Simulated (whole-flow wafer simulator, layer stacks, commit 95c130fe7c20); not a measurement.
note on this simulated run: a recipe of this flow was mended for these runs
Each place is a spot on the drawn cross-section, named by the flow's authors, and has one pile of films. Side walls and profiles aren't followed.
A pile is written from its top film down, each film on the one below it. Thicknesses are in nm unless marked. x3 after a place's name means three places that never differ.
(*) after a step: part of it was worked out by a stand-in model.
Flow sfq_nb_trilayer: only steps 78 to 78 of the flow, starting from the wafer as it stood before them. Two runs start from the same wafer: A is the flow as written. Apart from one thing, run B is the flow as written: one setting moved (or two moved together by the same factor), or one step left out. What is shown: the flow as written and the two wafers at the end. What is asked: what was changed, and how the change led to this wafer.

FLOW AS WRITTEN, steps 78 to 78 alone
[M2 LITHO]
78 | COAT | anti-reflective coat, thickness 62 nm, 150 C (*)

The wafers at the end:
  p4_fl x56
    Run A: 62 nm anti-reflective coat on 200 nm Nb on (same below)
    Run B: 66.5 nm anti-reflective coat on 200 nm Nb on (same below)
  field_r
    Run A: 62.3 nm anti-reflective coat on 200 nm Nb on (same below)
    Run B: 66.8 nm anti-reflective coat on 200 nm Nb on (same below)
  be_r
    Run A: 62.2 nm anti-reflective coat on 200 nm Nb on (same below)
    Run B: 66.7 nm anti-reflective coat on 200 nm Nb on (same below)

Cause: step 78, COAT: thickness 66.5 nm was run, whereas the flow has thickness 62 nm.
One can read it off the wafer: p4_fl x56 has anti-reflective coat 66.5, and step 78 as written asks for 62 nm.

Step by step, how the change led to this:
  78 | COAT | anti-reflective coat, thickness 62 nm, 150 C (*)
      p4_fl x56, wl_j_sl x16, l0r_line_l x3, m0r_space_l x2: A anti-reflective coat gains 62 (new film) | B anti-reflective coat gains 66.5 (new film)
      field_r, lsp_l, ln_m5, lsp_m, ln_m6, lsp_r, l0_sur, l0v: A anti-reflective coat gains 62.3 (new film) | B anti-reflective coat gains 66.8 (new film)
      (as well as at 21 more places)
